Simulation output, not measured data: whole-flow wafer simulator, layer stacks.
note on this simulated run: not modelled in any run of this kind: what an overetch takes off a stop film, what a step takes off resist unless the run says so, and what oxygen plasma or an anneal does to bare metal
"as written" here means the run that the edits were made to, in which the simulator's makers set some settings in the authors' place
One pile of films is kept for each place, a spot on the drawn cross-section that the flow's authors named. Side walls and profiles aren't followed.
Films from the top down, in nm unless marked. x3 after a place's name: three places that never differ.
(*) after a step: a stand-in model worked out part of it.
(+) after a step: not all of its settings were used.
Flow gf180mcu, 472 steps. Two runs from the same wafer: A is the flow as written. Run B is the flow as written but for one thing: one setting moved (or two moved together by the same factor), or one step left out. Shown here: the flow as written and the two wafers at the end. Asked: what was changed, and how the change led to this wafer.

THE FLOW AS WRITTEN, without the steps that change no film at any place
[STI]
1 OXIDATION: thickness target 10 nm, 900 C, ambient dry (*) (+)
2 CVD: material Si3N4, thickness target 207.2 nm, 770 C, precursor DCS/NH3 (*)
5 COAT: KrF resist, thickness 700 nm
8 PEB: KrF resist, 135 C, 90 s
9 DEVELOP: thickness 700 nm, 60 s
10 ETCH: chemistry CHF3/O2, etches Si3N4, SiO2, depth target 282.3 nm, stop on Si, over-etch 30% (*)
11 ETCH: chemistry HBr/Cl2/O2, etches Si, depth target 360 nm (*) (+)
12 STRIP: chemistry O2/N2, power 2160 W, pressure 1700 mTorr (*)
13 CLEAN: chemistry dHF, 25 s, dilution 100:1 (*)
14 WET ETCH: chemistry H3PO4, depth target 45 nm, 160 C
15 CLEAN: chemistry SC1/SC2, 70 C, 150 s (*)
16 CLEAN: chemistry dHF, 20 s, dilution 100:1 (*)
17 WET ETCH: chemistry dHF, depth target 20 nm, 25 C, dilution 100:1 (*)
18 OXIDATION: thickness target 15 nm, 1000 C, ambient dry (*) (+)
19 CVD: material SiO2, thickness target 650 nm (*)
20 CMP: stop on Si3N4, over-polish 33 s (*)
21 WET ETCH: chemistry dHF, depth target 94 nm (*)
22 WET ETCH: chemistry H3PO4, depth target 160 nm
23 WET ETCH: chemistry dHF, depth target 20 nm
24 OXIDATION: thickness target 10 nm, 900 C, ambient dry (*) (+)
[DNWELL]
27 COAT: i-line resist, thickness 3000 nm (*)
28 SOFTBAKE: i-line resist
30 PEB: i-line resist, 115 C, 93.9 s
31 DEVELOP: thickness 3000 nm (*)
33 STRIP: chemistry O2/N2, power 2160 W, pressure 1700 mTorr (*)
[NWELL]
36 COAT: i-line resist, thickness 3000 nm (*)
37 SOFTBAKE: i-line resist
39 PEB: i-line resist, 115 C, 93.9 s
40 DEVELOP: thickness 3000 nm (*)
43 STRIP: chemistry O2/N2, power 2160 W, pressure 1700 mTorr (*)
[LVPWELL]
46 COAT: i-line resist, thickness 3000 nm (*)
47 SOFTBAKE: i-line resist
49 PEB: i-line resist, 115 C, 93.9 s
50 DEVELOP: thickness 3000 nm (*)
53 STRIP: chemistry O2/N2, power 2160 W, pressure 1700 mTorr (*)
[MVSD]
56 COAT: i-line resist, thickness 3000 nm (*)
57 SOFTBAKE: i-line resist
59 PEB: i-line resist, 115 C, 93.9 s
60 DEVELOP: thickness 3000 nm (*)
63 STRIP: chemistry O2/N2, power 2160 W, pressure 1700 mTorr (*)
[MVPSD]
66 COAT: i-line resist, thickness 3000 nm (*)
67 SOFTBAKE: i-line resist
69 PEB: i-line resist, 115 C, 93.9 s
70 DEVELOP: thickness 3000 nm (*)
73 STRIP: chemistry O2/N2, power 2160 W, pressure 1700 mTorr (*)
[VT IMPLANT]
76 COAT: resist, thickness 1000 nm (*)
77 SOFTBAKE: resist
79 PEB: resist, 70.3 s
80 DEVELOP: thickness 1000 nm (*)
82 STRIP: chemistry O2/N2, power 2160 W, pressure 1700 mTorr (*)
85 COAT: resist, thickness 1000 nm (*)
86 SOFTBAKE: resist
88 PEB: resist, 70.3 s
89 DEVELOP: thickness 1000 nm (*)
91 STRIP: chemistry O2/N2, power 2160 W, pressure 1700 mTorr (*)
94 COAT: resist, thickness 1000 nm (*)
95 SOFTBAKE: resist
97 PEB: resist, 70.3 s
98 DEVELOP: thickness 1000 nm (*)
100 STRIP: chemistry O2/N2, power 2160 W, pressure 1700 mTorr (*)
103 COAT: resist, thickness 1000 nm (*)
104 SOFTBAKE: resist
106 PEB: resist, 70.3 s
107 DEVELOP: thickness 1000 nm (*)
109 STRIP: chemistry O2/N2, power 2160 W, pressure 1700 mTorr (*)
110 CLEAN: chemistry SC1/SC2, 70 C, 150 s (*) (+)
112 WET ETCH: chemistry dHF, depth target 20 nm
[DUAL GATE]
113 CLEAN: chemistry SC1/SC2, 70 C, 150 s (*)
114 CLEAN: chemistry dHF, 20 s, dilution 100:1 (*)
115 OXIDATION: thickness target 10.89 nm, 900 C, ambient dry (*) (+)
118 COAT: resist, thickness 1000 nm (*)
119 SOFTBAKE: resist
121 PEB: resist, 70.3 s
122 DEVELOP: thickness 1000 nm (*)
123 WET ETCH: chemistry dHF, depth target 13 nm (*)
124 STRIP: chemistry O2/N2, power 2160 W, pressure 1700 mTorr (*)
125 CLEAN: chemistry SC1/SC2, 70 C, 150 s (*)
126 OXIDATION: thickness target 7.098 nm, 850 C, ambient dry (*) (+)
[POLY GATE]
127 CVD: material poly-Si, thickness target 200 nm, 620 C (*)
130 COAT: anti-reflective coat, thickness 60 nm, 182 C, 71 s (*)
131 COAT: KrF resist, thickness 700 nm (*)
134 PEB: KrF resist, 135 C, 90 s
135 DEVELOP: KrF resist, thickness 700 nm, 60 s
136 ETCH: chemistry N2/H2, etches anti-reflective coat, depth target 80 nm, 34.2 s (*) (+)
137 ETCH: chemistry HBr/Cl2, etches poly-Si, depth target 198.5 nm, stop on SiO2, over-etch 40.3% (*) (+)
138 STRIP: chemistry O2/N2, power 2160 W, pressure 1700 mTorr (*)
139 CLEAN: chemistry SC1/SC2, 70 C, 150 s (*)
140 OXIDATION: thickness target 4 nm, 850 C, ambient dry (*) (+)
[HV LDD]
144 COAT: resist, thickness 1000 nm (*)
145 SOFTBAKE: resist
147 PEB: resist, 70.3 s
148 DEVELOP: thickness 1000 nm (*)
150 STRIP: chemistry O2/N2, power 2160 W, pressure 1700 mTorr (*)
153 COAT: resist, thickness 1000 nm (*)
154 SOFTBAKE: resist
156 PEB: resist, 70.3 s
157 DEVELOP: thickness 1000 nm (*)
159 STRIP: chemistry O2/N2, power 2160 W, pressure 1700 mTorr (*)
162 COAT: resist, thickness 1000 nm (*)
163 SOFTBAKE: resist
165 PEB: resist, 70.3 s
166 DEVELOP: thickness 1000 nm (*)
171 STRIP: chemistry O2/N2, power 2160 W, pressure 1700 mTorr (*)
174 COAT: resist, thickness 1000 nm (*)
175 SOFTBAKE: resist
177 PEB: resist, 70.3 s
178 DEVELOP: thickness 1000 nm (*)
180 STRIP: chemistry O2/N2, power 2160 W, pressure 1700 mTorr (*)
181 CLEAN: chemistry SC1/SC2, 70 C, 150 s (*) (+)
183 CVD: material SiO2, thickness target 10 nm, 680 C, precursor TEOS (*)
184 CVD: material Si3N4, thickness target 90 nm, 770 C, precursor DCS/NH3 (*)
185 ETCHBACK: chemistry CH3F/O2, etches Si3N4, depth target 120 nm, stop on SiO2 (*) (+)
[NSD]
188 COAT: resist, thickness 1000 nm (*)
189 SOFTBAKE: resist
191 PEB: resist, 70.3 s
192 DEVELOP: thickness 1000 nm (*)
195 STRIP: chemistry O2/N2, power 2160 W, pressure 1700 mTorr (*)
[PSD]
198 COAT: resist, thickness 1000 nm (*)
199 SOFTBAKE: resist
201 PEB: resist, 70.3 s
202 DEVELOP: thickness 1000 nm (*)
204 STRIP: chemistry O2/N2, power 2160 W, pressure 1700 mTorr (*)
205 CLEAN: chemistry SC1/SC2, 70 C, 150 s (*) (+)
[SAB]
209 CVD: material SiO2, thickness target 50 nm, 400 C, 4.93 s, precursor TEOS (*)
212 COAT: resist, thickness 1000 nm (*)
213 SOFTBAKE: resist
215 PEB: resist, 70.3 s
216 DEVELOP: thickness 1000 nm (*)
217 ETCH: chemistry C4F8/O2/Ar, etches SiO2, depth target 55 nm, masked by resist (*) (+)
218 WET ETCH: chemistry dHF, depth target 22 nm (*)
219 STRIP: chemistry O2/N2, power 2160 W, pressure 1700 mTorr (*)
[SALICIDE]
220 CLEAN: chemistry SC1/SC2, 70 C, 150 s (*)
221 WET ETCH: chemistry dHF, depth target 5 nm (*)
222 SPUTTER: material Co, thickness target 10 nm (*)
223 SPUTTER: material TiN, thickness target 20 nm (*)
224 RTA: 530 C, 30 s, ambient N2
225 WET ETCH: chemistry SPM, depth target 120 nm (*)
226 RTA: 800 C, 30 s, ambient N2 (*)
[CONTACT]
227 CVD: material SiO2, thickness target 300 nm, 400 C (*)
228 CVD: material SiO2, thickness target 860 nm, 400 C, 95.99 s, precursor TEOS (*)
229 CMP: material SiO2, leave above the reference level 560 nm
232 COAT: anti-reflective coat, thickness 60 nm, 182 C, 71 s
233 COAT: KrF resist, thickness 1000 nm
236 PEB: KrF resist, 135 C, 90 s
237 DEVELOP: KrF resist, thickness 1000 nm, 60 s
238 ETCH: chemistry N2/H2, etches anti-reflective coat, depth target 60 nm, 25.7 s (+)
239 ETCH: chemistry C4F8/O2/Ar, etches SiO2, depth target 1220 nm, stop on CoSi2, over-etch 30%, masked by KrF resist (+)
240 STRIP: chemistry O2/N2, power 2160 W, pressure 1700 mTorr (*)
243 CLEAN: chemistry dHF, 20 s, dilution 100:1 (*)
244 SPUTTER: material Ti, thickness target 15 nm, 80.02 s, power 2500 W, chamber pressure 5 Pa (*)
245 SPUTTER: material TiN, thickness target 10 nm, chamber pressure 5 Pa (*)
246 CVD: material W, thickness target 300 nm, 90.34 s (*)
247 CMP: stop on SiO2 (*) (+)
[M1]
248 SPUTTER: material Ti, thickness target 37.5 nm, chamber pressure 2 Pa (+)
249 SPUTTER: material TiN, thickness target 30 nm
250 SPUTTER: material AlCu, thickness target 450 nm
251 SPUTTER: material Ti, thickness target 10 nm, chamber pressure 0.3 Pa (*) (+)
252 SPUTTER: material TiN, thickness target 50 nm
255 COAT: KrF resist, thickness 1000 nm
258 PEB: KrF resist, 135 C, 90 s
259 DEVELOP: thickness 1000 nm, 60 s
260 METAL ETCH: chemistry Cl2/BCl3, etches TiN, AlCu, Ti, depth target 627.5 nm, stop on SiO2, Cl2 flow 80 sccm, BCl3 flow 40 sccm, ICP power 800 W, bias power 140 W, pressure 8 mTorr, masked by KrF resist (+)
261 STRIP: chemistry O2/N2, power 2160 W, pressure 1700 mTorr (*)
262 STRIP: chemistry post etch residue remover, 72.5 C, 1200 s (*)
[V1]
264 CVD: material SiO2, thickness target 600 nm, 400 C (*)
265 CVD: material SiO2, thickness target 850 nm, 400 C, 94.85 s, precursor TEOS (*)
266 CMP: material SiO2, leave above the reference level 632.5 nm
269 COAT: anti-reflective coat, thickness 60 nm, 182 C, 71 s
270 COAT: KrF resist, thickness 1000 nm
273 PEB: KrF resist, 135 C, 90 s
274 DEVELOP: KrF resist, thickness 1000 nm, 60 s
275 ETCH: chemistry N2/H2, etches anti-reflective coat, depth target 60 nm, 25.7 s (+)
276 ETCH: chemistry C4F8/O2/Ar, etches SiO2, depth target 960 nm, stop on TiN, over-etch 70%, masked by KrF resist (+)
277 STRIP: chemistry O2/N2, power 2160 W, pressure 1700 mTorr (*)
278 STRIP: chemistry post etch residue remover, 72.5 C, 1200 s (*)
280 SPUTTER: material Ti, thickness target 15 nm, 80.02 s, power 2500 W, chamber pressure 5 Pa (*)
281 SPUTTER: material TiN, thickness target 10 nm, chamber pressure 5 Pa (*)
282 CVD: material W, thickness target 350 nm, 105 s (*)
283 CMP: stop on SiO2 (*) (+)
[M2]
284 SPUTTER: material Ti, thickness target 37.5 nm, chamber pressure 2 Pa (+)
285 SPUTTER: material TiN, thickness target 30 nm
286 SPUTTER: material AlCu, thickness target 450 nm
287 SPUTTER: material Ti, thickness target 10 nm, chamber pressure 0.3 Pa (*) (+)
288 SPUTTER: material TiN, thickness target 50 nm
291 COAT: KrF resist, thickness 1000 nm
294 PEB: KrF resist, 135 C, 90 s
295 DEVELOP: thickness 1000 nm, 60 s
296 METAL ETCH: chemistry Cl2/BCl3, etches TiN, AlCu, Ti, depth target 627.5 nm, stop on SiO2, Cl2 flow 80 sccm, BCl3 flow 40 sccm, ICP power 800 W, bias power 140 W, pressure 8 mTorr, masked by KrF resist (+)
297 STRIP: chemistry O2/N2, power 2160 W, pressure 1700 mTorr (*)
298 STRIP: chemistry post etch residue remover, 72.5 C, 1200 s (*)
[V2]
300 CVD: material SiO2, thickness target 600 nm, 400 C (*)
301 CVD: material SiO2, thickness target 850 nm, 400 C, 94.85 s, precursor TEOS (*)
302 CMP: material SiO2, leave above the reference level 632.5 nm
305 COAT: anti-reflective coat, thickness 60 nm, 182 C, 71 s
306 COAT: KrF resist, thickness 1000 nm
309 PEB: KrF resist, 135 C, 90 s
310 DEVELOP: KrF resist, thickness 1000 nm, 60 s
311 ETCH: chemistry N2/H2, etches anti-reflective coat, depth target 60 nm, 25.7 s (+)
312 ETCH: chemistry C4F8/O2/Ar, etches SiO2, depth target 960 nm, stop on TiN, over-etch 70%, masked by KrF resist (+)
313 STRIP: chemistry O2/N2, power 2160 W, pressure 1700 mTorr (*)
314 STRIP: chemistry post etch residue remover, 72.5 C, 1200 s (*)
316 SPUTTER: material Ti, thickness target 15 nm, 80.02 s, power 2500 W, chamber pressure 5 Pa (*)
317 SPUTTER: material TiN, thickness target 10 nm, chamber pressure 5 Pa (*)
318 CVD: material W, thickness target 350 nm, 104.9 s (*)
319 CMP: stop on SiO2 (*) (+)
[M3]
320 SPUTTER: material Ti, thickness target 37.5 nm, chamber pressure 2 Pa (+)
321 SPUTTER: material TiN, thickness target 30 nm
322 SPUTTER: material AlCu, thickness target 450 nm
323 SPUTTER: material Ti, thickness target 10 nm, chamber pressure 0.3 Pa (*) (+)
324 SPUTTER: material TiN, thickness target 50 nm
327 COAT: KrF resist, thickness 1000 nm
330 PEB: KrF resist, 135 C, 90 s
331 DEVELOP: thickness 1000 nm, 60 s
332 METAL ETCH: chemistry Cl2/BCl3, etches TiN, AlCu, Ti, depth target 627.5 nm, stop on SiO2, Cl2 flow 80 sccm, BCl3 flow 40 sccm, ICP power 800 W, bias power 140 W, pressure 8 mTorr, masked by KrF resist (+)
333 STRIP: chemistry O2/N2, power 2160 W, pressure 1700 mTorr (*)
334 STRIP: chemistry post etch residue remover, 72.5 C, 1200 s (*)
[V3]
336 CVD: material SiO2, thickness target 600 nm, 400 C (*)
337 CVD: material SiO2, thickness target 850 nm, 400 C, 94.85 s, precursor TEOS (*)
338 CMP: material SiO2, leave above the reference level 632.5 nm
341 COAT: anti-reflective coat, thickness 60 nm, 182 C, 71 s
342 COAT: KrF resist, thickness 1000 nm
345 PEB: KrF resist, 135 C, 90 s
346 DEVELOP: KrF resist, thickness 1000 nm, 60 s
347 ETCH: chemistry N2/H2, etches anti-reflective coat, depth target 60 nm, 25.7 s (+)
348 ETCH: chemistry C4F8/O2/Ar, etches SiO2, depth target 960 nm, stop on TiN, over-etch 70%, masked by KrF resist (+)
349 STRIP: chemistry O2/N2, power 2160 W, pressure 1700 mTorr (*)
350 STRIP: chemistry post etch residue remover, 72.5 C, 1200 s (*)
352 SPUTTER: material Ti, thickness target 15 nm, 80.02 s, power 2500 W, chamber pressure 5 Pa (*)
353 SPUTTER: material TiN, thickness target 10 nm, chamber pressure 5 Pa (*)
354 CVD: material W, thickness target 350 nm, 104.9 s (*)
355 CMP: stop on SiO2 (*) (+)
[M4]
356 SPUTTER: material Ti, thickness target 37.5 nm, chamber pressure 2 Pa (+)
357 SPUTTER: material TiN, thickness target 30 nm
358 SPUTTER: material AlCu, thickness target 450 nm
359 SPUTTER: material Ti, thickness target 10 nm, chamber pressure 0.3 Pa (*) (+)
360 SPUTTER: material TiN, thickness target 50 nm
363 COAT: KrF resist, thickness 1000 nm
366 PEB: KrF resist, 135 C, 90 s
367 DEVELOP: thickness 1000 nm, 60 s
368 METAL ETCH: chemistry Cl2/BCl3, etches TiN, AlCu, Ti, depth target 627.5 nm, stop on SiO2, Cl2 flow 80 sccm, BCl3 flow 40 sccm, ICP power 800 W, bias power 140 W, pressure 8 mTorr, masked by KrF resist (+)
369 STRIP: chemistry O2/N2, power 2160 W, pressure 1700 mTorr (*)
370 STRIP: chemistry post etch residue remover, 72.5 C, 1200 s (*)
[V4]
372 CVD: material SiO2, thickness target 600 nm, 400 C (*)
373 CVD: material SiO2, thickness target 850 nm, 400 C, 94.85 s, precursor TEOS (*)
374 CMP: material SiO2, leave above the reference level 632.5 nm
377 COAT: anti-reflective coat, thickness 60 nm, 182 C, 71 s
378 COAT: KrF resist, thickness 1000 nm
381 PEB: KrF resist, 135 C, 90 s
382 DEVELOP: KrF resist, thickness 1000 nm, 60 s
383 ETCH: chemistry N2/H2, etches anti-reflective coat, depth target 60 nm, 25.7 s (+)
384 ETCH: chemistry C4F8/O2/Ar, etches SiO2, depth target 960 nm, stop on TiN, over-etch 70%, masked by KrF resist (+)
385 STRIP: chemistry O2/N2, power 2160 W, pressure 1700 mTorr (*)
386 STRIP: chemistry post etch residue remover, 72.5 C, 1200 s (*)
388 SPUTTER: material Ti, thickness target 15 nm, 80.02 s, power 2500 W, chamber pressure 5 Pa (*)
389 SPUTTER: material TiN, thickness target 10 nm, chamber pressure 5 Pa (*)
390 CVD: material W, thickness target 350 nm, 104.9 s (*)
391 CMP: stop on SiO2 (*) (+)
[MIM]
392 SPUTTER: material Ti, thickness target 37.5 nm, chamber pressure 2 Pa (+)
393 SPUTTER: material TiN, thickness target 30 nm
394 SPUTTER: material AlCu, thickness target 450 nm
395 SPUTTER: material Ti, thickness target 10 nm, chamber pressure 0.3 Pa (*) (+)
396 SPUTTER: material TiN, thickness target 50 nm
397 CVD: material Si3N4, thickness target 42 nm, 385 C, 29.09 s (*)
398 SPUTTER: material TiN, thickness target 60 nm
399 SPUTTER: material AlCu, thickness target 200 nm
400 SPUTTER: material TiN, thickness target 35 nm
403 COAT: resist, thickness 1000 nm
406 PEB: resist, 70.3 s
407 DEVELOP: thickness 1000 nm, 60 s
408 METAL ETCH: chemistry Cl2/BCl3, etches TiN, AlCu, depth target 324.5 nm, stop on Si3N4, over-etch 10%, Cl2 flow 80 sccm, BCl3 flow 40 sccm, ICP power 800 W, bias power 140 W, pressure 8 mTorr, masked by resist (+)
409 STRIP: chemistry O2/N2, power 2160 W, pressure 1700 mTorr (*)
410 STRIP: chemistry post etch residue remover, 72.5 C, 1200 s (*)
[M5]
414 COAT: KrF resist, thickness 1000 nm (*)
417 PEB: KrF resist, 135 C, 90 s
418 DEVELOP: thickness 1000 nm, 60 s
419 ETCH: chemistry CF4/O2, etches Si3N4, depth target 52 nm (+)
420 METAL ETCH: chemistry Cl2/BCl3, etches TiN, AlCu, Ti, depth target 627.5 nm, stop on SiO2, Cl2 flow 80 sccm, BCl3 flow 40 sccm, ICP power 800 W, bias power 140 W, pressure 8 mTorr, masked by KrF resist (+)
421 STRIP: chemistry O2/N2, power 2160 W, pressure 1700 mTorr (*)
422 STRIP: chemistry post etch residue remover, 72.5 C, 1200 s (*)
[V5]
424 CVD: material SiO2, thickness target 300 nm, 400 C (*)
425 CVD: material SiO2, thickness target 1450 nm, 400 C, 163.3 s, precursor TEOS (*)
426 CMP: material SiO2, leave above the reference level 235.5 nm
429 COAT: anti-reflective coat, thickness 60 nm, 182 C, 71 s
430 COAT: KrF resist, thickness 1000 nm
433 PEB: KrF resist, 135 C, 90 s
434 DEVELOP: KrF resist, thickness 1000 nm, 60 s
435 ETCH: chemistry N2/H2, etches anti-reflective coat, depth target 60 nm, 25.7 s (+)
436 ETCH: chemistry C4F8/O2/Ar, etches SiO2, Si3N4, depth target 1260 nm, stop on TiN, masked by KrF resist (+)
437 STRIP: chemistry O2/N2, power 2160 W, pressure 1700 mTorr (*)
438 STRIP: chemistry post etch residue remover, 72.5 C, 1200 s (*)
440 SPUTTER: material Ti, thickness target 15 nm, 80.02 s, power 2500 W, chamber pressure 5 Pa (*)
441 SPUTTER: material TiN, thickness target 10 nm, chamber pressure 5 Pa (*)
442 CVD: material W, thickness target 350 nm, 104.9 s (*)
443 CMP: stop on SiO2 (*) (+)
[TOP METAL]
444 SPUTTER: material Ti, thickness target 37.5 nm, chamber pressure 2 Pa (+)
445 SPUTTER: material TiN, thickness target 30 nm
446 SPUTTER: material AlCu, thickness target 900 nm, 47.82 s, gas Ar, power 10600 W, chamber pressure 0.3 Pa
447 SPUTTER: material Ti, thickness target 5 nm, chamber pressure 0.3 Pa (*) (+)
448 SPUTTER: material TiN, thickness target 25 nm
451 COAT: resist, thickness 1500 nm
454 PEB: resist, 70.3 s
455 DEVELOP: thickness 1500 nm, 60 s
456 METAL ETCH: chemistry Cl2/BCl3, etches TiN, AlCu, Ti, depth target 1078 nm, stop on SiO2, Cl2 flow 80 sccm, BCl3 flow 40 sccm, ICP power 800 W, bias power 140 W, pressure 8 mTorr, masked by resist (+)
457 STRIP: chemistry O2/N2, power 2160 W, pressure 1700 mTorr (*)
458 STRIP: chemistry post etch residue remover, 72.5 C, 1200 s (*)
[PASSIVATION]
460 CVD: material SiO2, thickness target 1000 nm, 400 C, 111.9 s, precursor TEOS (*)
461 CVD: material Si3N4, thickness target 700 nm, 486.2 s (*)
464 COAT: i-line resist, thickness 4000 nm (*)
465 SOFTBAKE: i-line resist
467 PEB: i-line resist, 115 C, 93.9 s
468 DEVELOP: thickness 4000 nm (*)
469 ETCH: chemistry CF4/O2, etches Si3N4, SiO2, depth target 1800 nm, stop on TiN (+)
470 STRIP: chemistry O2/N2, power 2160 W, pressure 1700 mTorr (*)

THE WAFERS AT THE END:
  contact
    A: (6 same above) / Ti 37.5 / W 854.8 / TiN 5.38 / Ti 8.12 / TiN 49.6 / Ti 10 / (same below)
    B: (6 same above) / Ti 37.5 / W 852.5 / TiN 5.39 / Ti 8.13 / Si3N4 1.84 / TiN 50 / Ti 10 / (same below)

The cause: step 436, ETCH: depth target 869 nm was run, where the flow has depth target 1260 nm.

How the change led to this, step by step:
  436 ETCH: chemistry C4F8/O2/Ar, etches SiO2, Si3N4, depth target 1260 nm, stop on TiN, masked by KrF resist (+)
      contact: A SiO2 -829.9 (all of it), Si3N4 -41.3 (all of it) | B SiO2 -829.9 (all of it), Si3N4 -39.1
      field, field__w1, field__w2 and 108 more: A KrF resist -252 | B KrF resist -173.8
  437 STRIP: chemistry O2/N2, power 2160 W, pressure 1700 mTorr (*)
      field, field__w1, field__w2 and 108 more: A KrF resist -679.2 (all of it), anti-reflective coat -60 (all of it) | B KrF resist -757.4 (all of it), anti-reflective coat -60 (all of it)
Counting metal films that touch as one body, contact has 2 bodies (between them, from the top down: Si3N4 1.84); the flow as written gives 1 body.
